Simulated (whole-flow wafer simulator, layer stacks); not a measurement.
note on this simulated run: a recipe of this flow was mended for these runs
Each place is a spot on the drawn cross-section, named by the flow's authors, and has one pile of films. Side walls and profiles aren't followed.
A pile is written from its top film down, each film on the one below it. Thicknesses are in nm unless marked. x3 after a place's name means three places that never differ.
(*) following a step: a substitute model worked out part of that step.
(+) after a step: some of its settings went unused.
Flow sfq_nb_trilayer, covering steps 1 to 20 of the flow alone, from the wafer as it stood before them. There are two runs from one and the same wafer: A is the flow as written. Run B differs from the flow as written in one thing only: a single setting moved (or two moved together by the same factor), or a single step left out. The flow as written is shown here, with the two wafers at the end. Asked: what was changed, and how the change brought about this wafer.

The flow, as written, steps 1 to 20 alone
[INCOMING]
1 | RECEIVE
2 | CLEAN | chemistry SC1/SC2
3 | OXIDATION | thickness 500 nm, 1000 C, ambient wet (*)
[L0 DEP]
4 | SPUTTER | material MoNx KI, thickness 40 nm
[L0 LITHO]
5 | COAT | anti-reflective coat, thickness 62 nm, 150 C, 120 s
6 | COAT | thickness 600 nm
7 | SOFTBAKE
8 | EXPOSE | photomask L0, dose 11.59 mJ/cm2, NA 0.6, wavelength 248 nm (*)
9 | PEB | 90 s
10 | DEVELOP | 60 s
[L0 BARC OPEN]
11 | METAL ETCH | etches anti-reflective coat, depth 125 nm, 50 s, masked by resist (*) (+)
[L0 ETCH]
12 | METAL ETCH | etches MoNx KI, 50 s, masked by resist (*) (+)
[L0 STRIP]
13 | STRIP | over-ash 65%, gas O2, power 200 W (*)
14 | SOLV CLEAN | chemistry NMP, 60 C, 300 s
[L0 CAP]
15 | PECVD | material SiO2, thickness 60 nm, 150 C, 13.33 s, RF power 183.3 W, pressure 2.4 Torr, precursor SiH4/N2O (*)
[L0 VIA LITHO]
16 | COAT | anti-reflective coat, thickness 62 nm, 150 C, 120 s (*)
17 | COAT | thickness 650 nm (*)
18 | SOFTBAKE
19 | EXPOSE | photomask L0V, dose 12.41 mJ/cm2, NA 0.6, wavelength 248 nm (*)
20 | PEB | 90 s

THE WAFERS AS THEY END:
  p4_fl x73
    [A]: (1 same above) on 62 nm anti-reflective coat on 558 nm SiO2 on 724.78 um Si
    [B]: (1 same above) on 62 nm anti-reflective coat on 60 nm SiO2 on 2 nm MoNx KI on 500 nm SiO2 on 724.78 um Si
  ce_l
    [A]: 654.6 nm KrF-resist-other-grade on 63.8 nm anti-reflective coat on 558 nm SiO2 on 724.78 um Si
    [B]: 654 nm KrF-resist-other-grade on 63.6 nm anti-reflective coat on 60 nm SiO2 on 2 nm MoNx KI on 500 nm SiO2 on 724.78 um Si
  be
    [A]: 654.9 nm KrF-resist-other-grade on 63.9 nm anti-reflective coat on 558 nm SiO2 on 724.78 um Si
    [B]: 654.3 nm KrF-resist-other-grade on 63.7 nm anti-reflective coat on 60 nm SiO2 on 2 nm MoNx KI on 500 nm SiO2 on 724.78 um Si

What caused this: step 12, METAL ETCH: 38 s was run, while the flow as written has 50 s.

The path from the change to this, step by step:
  12 | METAL ETCH | etches MoNx KI, 50 s, masked by resist (*) (+)
      v_sur, via_wl, via_w and 97 more: A MoNx KI loses 40 (all of it), SiO2 loses 2 | B MoNx KI loses 38
      field_l, l0_sur, l0v, l0r_line_l, l0r_line_c, l0r_line_r: A KrF-resist-other-grade loses 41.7 | B KrF-resist-other-grade loses 31.7
  13 | STRIP | over-ash 65%, gas O2, power 200 W (*)
      field_l, l0_sur, l0v, l0r_line_l, l0r_line_c, l0r_line_r: A KrF-resist-other-grade loses 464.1 (all of it), anti-reflective coat loses 62 (all of it) | B KrF-resist-other-grade loses 474.1 (all of it), anti-reflective coat loses 62 (all of it)
  15 | PECVD | material SiO2, thickness 60 nm, 150 C, 13.33 s, RF power 183.3 W, pressure 2.4 Torr, precursor SiH4/N2O (*)
      v_sur, via_wl, via_w and 97 more: A SiO2 gains 60 | B SiO2 gains 60 (new film)
  16 | COAT | anti-reflective coat, thickness 62 nm, 150 C, 120 s (*)
      field_l: A anti-reflective coat gains 50 (new film) | B anti-reflective coat gains 51.1 (new film)
      l0_sur: A anti-reflective coat gains 46.9 (new film) | B anti-reflective coat gains 48.3 (new film)
      (also at 1 further place)
If metal films that touch count as one body, p4_fl x73 has 1 body; the flow as written gives 0 bodies.
If metal films that touch count as one body, ce_l has 1 body; the flow as written gives 0 bodies.
If metal films that touch count as one body, be has 1 body; the flow as written gives 0 bodies.
